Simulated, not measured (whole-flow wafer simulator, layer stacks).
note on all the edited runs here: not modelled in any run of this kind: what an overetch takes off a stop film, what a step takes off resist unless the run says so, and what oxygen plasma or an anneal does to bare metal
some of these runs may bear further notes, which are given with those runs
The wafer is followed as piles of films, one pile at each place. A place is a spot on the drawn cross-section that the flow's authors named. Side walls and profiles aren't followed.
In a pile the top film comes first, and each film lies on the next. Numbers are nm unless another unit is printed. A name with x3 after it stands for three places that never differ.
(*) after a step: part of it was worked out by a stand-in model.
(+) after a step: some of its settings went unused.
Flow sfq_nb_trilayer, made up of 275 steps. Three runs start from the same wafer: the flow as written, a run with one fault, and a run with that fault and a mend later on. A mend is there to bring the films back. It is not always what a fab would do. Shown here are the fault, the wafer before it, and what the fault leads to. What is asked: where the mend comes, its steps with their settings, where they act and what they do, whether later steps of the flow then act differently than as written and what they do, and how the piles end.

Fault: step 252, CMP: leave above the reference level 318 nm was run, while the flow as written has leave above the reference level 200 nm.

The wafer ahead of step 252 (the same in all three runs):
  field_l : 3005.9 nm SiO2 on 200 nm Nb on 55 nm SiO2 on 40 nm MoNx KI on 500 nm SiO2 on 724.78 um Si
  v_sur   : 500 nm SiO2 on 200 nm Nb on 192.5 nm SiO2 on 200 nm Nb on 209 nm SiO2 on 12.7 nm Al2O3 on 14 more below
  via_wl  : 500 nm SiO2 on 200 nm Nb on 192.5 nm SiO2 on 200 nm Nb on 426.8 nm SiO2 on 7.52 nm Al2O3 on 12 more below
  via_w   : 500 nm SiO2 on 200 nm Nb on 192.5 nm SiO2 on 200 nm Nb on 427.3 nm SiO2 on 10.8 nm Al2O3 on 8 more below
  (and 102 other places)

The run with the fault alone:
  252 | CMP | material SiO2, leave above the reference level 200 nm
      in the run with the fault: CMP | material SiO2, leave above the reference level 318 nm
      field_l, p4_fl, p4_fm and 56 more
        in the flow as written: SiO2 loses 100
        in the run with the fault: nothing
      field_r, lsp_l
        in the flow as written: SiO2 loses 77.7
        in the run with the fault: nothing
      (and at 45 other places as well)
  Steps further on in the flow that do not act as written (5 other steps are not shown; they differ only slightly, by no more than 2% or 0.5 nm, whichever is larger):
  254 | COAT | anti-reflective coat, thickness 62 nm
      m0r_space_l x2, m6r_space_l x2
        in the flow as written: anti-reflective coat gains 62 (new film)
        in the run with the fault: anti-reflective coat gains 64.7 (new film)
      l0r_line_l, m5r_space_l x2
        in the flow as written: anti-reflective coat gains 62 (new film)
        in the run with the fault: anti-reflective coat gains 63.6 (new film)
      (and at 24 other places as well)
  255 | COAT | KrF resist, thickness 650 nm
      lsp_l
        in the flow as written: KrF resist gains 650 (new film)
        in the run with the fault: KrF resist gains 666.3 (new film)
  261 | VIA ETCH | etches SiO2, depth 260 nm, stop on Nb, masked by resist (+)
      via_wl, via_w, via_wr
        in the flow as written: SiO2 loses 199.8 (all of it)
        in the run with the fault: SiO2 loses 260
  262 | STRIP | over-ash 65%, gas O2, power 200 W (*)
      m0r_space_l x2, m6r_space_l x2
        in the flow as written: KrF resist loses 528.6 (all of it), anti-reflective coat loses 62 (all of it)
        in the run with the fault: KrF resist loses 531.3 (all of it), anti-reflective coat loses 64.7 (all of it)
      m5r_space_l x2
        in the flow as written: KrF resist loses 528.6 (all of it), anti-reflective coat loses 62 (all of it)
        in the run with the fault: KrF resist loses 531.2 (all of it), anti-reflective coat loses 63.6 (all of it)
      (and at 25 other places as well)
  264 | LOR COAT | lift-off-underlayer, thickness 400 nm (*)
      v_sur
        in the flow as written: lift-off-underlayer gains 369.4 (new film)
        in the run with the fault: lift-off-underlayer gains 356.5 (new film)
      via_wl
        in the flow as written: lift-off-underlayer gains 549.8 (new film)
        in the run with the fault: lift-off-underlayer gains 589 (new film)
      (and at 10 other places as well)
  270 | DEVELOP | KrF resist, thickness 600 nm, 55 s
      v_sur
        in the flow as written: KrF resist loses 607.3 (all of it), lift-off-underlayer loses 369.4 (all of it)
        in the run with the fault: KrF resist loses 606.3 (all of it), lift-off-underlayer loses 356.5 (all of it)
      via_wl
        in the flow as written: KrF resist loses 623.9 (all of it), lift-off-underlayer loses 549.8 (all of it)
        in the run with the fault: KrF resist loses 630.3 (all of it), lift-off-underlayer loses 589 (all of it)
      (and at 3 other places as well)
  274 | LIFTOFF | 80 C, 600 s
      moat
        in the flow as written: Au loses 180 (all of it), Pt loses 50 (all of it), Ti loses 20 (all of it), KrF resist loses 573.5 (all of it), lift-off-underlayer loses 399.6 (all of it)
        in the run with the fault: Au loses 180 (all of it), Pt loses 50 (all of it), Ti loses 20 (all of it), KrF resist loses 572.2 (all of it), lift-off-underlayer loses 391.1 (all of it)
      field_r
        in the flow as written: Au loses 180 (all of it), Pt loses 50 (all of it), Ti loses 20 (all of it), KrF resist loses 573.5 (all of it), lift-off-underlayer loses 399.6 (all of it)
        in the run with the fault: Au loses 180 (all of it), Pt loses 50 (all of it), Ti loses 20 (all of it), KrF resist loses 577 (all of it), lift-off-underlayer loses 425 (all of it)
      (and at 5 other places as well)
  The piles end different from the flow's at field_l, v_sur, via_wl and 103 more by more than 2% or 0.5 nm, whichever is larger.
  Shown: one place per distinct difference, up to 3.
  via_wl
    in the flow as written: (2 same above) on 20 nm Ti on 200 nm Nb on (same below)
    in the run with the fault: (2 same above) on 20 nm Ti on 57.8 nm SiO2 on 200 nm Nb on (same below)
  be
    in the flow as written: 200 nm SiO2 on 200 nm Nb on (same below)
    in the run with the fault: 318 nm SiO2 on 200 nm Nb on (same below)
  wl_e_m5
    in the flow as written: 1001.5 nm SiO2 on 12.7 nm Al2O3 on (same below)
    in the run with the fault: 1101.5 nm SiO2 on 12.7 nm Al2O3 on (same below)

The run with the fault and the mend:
  After step 253 comes the mend.
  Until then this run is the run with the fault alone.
  253a | CMP | material SiO2, leave above the reference level 200 nm (the flow's step 252 again)
      field_l, p4_fl, p4_fm and 56 more
        SiO2 loses 100
      v_sur, via_wl, via_w and 40 more
        SiO2 loses 118
      field_r, lsp_l
        SiO2 loses 77.7
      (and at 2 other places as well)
  Every later step of the flow that is run acts as written at every place that is followed.
  The piles end the same as the flow's at every place that both follow.
